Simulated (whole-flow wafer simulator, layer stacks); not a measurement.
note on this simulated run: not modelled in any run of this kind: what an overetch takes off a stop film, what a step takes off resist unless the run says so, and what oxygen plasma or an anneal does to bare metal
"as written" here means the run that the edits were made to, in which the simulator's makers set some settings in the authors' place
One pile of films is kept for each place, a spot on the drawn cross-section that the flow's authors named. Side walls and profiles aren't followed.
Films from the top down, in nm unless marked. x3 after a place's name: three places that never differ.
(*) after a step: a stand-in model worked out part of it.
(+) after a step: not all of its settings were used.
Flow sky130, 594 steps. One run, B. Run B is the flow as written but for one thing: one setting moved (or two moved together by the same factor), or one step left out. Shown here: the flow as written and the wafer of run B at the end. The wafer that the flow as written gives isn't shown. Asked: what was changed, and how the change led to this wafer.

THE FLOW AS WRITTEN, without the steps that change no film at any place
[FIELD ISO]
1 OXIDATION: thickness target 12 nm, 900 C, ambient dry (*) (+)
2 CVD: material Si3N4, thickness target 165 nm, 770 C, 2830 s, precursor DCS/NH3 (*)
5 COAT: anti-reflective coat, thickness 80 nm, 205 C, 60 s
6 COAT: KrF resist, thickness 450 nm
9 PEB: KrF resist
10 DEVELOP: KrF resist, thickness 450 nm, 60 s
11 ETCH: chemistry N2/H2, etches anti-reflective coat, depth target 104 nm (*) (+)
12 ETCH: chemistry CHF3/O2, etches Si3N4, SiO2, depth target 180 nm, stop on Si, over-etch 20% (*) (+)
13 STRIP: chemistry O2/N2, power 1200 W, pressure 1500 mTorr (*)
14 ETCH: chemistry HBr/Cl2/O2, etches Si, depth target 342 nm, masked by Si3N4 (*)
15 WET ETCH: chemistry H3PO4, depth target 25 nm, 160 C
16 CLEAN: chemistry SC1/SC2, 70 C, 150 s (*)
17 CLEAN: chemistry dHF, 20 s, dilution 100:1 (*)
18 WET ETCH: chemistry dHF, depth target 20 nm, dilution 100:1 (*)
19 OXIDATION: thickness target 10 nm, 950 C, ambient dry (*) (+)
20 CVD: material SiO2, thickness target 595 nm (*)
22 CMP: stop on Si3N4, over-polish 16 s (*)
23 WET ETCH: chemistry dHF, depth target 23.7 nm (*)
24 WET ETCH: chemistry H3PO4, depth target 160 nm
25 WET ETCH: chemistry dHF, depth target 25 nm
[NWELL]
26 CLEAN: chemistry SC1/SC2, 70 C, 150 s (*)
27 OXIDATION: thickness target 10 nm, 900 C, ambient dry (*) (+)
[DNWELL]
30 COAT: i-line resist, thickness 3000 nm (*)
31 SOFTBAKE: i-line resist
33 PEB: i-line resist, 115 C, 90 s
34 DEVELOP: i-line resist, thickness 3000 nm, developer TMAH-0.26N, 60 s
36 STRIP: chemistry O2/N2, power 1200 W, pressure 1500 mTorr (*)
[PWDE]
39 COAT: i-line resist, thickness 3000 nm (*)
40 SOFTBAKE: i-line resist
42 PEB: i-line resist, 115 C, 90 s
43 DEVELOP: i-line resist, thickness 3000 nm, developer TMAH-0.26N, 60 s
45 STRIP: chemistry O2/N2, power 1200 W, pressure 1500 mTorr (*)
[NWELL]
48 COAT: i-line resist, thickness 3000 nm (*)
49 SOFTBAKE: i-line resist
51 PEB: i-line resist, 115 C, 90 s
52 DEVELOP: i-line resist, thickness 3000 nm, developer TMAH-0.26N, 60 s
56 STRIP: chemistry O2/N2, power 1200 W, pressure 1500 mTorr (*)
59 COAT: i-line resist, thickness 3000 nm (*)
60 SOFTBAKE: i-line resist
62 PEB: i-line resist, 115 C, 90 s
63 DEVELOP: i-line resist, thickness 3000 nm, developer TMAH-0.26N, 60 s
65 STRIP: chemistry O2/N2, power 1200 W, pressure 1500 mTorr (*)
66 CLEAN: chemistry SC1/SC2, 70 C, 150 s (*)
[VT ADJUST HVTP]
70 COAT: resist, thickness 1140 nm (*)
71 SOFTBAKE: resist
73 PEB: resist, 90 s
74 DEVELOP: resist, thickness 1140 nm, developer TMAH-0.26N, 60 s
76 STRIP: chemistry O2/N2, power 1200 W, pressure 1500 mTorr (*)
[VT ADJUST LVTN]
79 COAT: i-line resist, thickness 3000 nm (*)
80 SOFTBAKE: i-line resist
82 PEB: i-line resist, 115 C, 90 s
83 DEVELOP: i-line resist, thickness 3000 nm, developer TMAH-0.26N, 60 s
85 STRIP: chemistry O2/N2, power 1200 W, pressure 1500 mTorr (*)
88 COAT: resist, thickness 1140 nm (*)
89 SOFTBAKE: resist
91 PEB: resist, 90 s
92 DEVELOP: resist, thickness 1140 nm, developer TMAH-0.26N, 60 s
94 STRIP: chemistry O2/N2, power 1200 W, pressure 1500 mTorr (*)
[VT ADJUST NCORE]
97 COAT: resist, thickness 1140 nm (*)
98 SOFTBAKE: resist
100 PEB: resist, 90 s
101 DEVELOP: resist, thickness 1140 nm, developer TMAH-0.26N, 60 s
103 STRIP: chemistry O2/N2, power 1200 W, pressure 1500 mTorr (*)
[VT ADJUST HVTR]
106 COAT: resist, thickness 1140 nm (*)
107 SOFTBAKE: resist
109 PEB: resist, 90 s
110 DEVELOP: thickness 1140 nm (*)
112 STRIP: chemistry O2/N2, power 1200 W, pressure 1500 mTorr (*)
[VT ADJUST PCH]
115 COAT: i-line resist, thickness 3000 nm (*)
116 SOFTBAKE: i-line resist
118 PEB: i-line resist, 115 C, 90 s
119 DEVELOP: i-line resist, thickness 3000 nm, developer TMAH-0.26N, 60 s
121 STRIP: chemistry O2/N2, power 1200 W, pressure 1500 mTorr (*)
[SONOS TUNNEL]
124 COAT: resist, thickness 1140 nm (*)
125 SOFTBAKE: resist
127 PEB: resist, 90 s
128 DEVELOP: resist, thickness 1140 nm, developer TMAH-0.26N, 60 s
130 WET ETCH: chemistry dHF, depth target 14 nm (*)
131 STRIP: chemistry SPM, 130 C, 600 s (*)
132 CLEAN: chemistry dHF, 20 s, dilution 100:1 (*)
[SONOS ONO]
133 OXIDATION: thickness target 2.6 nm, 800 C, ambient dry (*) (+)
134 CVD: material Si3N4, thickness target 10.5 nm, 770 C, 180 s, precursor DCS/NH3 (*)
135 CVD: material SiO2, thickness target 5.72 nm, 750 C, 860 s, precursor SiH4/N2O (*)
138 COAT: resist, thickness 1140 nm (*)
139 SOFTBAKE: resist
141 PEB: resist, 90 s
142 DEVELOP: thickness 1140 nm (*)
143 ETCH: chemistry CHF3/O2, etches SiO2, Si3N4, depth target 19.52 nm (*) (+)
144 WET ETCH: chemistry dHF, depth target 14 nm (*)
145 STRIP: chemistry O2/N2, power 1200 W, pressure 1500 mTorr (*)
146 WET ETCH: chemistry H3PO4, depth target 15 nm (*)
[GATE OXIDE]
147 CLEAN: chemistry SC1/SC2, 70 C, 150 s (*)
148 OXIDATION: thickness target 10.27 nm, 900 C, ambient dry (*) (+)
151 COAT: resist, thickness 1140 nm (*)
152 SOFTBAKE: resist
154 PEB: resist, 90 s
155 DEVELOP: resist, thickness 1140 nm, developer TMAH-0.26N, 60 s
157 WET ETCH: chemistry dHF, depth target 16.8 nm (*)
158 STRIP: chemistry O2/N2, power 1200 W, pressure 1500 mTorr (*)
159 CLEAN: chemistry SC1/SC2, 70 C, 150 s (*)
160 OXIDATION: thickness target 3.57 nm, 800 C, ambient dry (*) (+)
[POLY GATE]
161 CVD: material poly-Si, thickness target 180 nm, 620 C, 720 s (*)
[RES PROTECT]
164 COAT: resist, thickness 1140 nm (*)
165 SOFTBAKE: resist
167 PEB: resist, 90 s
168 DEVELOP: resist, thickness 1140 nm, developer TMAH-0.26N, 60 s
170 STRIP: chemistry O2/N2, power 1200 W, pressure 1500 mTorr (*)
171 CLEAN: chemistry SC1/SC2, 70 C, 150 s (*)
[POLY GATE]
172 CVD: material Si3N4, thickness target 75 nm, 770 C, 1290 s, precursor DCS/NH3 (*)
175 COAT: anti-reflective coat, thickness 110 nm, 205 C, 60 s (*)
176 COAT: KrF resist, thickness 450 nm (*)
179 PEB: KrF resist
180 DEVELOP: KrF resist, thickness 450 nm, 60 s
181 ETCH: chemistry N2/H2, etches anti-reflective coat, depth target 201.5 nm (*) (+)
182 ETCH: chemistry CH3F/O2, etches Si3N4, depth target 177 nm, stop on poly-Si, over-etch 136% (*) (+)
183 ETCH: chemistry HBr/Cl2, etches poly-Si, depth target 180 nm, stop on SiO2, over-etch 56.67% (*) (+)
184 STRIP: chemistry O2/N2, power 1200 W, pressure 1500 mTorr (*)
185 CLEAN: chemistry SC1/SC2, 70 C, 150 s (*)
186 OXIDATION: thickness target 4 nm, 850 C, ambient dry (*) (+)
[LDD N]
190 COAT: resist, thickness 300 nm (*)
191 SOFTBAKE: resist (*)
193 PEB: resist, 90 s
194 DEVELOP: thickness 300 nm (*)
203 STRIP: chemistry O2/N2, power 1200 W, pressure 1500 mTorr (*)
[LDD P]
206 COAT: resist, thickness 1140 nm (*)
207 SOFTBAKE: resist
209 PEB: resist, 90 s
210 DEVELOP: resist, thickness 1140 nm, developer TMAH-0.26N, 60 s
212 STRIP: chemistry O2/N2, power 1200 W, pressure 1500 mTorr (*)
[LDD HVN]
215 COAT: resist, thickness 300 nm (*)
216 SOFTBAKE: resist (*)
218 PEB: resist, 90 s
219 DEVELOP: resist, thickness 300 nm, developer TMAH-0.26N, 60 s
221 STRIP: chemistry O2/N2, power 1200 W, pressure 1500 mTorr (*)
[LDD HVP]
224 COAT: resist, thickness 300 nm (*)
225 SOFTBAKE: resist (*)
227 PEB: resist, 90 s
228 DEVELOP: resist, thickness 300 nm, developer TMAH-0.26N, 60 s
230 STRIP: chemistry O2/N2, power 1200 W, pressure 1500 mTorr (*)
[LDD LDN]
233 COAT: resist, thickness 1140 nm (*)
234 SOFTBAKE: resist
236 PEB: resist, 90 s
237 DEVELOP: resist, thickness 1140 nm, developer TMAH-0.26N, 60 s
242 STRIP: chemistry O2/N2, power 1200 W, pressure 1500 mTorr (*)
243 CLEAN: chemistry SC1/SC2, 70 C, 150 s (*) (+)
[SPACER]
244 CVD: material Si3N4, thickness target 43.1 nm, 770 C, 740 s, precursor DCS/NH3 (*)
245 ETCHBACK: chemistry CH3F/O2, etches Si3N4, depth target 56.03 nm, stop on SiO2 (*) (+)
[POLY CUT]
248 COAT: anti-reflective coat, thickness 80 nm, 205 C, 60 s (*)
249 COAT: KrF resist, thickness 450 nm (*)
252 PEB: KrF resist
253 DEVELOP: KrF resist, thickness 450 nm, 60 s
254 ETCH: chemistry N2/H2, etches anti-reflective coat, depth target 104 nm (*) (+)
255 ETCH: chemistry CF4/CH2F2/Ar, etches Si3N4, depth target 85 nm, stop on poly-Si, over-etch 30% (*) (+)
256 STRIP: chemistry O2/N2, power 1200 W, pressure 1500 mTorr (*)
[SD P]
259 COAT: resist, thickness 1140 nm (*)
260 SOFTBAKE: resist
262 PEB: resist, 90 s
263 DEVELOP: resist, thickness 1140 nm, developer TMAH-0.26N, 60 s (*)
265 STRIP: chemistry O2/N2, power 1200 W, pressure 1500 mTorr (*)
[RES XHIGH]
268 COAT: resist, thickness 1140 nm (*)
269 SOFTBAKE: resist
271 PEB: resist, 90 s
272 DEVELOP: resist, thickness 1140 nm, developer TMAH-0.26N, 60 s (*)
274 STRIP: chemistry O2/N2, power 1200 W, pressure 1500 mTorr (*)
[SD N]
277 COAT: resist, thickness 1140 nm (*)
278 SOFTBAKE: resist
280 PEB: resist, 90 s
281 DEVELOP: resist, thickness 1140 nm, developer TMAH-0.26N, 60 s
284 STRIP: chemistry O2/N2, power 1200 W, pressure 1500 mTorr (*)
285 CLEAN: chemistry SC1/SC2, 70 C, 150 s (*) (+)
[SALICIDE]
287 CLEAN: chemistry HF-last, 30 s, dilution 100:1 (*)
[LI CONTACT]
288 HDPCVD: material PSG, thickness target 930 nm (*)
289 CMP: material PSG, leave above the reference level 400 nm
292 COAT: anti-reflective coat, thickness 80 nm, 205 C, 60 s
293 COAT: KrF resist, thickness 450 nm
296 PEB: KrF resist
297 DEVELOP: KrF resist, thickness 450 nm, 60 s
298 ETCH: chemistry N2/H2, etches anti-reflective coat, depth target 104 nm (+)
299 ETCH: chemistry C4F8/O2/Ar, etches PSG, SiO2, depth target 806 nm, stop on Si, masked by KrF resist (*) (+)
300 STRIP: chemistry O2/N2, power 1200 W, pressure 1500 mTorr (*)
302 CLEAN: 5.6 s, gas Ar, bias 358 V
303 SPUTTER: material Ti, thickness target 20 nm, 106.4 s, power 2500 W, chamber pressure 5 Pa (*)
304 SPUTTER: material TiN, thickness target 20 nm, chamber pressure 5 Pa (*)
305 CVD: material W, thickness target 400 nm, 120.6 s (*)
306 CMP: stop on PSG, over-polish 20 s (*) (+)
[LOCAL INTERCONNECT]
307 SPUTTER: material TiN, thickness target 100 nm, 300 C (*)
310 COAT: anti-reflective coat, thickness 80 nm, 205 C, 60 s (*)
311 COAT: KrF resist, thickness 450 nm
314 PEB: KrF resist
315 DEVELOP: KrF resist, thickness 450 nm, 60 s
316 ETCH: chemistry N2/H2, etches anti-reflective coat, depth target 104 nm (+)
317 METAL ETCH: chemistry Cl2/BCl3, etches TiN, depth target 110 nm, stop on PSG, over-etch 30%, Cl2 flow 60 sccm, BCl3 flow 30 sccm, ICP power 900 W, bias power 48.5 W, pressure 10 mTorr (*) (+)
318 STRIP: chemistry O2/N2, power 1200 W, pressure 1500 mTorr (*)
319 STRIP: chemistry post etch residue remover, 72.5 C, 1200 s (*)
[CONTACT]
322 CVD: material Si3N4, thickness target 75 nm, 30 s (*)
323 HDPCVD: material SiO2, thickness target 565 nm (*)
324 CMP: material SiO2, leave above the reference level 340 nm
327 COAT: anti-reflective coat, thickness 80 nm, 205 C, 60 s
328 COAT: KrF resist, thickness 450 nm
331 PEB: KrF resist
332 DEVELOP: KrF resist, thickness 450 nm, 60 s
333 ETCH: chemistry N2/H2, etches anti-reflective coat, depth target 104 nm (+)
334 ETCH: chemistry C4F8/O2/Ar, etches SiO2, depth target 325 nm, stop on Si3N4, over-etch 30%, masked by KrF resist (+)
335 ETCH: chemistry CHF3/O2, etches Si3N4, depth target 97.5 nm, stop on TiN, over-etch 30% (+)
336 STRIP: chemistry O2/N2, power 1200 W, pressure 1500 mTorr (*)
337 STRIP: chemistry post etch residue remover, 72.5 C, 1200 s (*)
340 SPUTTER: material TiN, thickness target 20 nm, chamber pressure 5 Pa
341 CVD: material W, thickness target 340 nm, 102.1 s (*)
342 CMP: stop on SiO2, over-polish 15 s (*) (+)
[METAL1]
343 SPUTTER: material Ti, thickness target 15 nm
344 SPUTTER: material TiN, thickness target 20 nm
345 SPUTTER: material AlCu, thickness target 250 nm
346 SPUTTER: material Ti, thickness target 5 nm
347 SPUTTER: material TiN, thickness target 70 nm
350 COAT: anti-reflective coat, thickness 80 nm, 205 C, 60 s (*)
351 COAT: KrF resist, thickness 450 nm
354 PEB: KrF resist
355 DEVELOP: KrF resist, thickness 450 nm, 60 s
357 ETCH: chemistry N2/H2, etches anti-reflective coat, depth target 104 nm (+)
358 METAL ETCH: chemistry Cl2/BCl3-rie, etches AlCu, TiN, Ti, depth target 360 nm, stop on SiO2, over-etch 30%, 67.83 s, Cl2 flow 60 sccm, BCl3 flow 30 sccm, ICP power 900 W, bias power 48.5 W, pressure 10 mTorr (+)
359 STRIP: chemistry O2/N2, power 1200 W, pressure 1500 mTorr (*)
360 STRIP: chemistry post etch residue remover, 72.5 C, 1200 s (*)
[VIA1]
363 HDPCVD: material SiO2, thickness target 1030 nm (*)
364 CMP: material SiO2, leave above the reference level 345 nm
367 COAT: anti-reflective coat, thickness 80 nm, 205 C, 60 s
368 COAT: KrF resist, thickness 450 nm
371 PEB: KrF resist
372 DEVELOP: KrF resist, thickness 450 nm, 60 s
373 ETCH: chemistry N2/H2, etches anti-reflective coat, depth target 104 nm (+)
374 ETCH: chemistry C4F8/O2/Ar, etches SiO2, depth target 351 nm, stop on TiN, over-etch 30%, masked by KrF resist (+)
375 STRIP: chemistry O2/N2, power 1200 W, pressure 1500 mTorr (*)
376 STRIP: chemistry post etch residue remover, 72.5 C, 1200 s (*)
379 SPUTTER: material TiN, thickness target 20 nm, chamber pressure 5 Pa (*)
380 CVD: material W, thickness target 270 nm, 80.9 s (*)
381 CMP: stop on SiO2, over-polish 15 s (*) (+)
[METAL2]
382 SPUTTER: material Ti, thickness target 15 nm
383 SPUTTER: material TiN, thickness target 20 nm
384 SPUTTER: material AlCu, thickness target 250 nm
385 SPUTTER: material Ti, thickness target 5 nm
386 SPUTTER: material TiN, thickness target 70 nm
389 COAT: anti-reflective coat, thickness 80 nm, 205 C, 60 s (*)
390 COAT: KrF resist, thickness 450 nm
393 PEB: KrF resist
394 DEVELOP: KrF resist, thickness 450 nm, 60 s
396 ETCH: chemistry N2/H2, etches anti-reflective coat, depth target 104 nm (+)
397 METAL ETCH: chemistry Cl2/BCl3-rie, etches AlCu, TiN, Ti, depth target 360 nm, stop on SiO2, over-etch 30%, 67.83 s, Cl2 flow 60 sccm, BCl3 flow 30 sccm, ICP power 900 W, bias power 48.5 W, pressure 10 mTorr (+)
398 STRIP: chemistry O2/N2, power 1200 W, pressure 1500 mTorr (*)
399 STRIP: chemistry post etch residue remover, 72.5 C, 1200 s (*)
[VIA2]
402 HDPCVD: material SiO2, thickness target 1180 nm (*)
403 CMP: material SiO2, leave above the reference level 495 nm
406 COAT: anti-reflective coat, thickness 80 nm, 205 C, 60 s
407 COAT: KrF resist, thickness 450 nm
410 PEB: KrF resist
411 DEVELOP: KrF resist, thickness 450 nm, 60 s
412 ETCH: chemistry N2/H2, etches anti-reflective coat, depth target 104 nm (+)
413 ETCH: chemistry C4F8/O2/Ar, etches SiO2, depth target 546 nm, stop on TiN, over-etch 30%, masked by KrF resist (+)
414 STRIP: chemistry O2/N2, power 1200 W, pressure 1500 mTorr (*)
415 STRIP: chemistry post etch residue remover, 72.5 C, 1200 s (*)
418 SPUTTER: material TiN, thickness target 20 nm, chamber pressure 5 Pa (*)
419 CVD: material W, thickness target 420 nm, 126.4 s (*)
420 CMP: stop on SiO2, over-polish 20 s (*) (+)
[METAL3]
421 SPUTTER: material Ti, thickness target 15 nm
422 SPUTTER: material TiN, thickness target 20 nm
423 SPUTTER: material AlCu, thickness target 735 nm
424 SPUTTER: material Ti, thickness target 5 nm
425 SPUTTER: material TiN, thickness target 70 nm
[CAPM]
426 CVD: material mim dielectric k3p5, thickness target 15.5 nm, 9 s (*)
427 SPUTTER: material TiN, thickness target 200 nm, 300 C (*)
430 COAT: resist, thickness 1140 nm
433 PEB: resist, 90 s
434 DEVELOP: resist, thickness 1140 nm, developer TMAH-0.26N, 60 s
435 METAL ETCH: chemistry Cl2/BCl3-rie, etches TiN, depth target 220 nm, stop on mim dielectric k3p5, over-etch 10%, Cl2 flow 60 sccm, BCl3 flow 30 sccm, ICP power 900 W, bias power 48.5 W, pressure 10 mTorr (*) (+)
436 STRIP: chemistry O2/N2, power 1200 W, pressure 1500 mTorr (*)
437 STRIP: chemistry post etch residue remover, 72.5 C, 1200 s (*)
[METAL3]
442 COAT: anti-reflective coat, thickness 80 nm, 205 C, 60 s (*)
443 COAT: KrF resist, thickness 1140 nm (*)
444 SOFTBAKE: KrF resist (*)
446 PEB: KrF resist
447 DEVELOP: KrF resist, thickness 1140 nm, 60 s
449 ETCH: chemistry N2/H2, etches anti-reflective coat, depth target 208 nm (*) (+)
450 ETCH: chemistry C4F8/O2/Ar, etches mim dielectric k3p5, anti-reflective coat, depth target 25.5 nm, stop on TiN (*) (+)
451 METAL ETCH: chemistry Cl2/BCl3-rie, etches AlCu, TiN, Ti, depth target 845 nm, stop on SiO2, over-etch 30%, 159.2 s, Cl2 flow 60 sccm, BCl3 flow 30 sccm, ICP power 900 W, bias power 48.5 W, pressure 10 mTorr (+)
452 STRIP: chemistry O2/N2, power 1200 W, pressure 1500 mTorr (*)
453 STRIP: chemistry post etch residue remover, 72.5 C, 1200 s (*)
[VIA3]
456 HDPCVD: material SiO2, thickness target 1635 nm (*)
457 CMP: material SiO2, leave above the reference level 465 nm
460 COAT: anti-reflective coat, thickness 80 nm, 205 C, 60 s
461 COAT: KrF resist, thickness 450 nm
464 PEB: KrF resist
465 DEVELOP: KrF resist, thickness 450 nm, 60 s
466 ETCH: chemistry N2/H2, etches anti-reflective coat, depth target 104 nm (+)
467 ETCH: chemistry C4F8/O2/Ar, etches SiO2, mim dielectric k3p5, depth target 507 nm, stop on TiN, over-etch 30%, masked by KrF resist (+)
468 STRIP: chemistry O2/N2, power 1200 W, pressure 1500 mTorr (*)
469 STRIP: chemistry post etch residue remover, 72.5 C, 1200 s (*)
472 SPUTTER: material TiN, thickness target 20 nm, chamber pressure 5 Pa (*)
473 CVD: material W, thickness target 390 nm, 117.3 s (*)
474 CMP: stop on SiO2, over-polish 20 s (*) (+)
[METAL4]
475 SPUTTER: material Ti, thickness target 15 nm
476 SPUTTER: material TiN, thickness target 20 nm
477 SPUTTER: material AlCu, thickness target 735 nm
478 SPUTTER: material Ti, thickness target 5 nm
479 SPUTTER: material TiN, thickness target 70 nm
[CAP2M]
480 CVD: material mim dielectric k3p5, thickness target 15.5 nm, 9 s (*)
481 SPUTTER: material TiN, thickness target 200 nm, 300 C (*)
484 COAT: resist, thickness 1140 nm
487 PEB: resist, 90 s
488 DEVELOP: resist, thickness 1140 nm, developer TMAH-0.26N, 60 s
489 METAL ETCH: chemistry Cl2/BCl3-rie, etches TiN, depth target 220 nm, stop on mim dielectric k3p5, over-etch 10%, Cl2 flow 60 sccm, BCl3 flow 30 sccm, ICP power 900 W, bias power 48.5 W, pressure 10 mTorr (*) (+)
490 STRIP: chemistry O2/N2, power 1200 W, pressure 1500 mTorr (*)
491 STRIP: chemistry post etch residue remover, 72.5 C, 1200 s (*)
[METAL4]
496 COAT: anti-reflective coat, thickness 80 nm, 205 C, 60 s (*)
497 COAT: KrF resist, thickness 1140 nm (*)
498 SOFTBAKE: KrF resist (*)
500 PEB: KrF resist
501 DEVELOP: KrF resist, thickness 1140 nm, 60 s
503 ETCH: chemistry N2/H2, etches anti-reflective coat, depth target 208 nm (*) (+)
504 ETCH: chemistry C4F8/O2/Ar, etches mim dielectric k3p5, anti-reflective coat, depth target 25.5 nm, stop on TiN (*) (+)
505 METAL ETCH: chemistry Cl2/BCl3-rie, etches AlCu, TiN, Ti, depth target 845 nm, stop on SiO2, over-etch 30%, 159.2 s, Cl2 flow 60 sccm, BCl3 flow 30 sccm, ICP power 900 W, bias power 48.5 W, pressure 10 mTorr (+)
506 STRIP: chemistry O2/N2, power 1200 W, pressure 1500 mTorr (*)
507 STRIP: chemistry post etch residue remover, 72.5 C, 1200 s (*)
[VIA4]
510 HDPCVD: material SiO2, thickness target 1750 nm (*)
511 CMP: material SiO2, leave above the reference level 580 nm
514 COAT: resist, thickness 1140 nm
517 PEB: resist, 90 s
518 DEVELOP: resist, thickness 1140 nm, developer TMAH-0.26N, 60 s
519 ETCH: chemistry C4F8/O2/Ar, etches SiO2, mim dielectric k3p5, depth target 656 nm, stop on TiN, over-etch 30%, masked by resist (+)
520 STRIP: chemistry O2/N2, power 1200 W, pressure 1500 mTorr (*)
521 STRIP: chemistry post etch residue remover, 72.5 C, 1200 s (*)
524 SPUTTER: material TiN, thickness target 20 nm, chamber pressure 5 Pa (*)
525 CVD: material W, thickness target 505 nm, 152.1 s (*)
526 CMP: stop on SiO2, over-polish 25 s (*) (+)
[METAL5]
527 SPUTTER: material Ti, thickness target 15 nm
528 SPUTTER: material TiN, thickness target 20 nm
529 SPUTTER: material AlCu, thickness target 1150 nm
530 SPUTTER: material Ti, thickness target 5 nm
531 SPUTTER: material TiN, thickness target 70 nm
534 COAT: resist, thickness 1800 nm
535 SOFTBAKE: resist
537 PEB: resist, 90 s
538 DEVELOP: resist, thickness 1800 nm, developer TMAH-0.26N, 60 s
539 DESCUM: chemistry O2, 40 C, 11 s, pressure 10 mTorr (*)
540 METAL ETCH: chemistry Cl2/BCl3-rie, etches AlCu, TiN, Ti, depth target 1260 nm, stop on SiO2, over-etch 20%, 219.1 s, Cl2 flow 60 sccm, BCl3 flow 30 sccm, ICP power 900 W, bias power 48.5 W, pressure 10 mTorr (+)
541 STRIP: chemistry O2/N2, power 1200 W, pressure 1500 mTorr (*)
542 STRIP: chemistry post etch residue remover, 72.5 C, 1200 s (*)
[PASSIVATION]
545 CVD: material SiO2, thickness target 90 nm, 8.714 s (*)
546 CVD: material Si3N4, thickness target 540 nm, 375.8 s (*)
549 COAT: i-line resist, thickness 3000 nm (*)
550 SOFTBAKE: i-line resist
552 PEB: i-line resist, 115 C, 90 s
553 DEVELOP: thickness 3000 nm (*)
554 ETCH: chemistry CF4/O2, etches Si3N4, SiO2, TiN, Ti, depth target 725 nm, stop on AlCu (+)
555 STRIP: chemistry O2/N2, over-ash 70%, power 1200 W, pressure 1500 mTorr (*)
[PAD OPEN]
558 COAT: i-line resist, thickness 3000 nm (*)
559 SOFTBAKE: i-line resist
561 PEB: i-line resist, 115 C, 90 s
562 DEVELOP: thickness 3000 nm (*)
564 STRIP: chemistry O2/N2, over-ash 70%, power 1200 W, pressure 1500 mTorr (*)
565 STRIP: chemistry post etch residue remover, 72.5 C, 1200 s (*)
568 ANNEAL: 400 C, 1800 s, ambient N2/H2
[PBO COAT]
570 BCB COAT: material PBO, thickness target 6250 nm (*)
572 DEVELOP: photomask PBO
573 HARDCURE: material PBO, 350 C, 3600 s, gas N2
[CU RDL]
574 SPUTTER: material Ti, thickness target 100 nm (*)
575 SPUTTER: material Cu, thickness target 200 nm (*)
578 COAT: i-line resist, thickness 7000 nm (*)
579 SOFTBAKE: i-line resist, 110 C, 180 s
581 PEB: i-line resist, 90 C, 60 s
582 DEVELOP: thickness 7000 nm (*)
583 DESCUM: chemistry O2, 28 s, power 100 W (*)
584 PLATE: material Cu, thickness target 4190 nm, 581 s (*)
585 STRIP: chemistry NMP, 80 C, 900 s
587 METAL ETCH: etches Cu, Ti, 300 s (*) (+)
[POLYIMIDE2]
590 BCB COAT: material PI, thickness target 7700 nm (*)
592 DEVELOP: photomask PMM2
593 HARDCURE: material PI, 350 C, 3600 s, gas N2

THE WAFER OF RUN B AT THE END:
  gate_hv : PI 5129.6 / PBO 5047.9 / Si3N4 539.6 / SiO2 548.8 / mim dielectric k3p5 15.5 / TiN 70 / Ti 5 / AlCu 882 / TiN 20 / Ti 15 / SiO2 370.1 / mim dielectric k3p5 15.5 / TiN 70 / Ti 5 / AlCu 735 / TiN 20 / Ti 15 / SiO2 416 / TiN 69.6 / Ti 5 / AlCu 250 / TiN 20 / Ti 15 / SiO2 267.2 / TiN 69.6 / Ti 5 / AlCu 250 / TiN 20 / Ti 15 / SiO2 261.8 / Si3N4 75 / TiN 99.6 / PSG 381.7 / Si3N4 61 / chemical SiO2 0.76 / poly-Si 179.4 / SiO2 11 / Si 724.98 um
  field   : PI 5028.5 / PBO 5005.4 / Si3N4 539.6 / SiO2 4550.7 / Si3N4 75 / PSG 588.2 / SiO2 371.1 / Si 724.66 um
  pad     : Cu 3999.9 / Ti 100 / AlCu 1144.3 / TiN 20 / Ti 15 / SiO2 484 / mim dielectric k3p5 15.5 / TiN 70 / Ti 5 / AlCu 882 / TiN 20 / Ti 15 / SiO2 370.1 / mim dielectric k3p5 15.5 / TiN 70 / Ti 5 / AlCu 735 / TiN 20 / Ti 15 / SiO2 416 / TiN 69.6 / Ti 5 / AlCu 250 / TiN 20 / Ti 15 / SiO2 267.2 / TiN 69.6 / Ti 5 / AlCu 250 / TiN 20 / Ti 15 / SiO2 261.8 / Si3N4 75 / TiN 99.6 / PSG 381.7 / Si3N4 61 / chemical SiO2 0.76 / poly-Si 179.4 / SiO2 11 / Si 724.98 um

The cause: step 477, SPUTTER: thickness target 882 nm was run, where the flow has thickness target 735 nm.
It can be read off the wafer: gate_hv has AlCu 882, and step 477 as written asks for 735 nm.

How the change led to this, step by step:
  477 SPUTTER: material AlCu, thickness target 735 nm
      field, active, n_well and 189 more: AlCu +882 (new film) (as written it would be: AlCu +735 (new film))
  505 METAL ETCH: chemistry Cl2/BCl3-rie, etches AlCu, TiN, Ti, depth target 845 nm, stop on SiO2, over-etch 30%, 159.2 s, Cl2 flow 60 sccm, BCl3 flow 30 sccm, ICP power 900 W, bias power 48.5 W, pressure 10 mTorr (+)
      field, active, gate and 66 more: TiN -70 (all of it), Ti -5 (all of it), AlCu -882 (all of it), TiN -20 (all of it), Ti -15 (all of it), SiO2 -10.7 (as written it would be: TiN -70 (all of it), Ti -5 (all of it), AlCu -735 (all of it), TiN -20 (all of it), Ti -15 (all of it), SiO2 -25.4)
      vpp_iso1, m1_ln, rpo_hd and 6 more: TiN -70 (all of it), Ti -5 (all of it), AlCu -882 (all of it), TiN -20 (all of it), Ti -15 (all of it), SiO2 -10.6 (as written it would be: TiN -70 (all of it), Ti -5 (all of it), AlCu -735 (all of it), TiN -20 (all of it), Ti -15 (all of it), SiO2 -25.3)
      (and at 10 more places)
  511 CMP: material SiO2, leave above the reference level 580 nm
      field, active, gate and 72 more: SiO2 -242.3 (as written it would be: SiO2 -374.7)
      vpp_l1ln, rpo_hd, rpm_encl, rpm_encl_psd, iso_guard_nsd_tip: SiO2 -242.4 (as written it would be: SiO2 -374.6)
      (and at 8 more places)
